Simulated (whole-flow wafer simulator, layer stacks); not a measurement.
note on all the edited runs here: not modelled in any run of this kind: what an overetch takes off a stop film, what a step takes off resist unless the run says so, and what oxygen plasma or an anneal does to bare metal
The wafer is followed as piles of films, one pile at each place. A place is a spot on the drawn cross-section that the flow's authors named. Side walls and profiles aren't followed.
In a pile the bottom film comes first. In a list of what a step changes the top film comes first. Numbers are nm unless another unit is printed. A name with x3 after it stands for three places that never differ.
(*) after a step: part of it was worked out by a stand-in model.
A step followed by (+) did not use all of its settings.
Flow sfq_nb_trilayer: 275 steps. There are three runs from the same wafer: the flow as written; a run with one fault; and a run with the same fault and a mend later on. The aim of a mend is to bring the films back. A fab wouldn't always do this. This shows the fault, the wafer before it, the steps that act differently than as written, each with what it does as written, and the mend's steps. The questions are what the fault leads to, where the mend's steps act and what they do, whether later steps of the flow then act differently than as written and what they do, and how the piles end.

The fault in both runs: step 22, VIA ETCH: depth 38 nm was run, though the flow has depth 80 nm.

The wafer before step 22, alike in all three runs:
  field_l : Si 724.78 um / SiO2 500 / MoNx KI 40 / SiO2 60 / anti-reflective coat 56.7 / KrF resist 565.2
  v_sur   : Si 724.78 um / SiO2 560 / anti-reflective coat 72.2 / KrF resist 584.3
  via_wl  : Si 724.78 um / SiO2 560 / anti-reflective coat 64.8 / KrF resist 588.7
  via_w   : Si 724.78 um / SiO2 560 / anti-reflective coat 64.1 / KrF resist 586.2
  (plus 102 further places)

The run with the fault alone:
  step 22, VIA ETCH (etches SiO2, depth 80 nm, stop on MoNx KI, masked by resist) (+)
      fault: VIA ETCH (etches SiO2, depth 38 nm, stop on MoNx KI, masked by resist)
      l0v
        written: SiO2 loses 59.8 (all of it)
        fault: SiO2 loses 38
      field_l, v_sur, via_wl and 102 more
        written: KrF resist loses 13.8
        fault: KrF resist loses 6.55
  Later steps of the flow acting differently than as written (3 more steps, not shown, differ only slightly: by at most 2% or 0.5 nm, whichever is larger):
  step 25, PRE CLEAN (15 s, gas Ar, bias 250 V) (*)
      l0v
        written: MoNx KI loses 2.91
        fault: SiO2 loses 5
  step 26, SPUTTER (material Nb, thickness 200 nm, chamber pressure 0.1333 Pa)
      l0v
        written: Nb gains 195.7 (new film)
        fault: Nb gains 200 (new film)
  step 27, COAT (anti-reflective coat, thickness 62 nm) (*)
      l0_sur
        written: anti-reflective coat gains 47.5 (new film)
        fault: anti-reflective coat gains 49.9 (new film)
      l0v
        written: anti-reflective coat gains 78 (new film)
        fault: anti-reflective coat gains 71.6 (new film)
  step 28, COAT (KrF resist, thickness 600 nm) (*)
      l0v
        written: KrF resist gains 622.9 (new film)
        fault: KrF resist gains 610.2 (new film)
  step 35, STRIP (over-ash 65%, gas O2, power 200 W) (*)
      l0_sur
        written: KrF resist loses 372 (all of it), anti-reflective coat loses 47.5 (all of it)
        fault: KrF resist loses 373.1 (all of it), anti-reflective coat loses 49.9 (all of it)
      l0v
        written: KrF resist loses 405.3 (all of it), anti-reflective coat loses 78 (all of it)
        fault: KrF resist loses 392.5 (all of it), anti-reflective coat loses 71.6 (all of it)
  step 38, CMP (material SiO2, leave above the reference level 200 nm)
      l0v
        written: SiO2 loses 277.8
        fault: SiO2 loses 301.8
  By the end, the piles at l0v depart from the flow's by more than 2% or 0.5 nm, whichever is larger.
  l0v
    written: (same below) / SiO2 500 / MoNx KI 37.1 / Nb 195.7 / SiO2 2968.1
    fault: (same below) / SiO2 500 / MoNx KI 40 / SiO2 16.8 / Nb 200 / SiO2 2944

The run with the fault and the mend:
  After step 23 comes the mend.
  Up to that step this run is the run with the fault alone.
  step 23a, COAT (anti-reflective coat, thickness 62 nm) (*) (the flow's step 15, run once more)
      p4_fl x3, p4_w1 x9, p4_g1 x2 and 59 more
        anti-reflective coat gains 62 (new film)
      jj_sur, ce_l, c5j, ce_r, sp_r, be_r, r_sur, res
        anti-reflective coat gains 63.6 (new film)
      be, be_sur, gap, r_end, moat, field_r, lsp_l
        anti-reflective coat gains 63.7 (new film)
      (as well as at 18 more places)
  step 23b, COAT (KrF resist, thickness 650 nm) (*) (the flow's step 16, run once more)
      p4_fl x3, p4_w1 x9, p4_g1 x2 and 59 more
        KrF resist gains 650 (new film)
      jj_sur, ce_l, c5j, ce_r, sp_r, be_r, r_sur, res
        KrF resist gains 656.8 (new film)
      l0r_line_l, l0r_line_c, l0r_line_r
        KrF resist gains 646 (new film)
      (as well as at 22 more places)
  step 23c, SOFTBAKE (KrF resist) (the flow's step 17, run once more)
      does not change any film at any place that is followed
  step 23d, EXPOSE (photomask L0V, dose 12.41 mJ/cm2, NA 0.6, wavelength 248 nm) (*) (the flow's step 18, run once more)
      does not change any film at any place that is followed
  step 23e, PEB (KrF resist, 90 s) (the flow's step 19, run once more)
      p4_fl x3, p4_w1 x9, p4_g1 x2 and 59 more
        KrF resist loses 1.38
      via_v, wire, be and 16 more
        KrF resist loses 1.39
      v_sur, via_w, via_wr, via_sp, ln_m6, lsp_r, l0v
        KrF resist loses 1.4
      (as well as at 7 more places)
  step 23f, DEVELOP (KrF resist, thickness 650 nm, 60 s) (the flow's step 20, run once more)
      field_l, v_sur, via_wl and 102 more
        KrF resist loses 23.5
      l0v
        KrF resist loses 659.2 (all of it)
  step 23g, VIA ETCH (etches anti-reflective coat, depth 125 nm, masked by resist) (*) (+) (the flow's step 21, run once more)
      field_l, v_sur, via_wl and 102 more
        KrF resist loses 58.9
      l0v
        anti-reflective coat loses 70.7 (all of it), SiO2 loses 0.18
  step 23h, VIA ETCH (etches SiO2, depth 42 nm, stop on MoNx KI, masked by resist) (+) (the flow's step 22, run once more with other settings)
      field_l, v_sur, via_wl and 102 more
        KrF resist loses 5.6
      l0v
        SiO2 loses 21.7 (all of it)
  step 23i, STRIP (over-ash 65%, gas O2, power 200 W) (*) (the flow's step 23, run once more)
      p4_fl x3, p4_w1 x9, p4_g1 x2 and 59 more
        KrF resist loses 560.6 (all of it), anti-reflective coat loses 62 (all of it)
      jj_sur, ce_l, c5j, r_sur, res
        KrF resist loses 567.4 (all of it), anti-reflective coat loses 63.6 (all of it)
      ce_r, sp_r, be_r
        KrF resist loses 567.3 (all of it), anti-reflective coat loses 63.6 (all of it)
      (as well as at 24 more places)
  None of the later steps of the flow acts differently than as written at any place that is followed.
  By the end, the piles equal the flow's at every place that both follow.
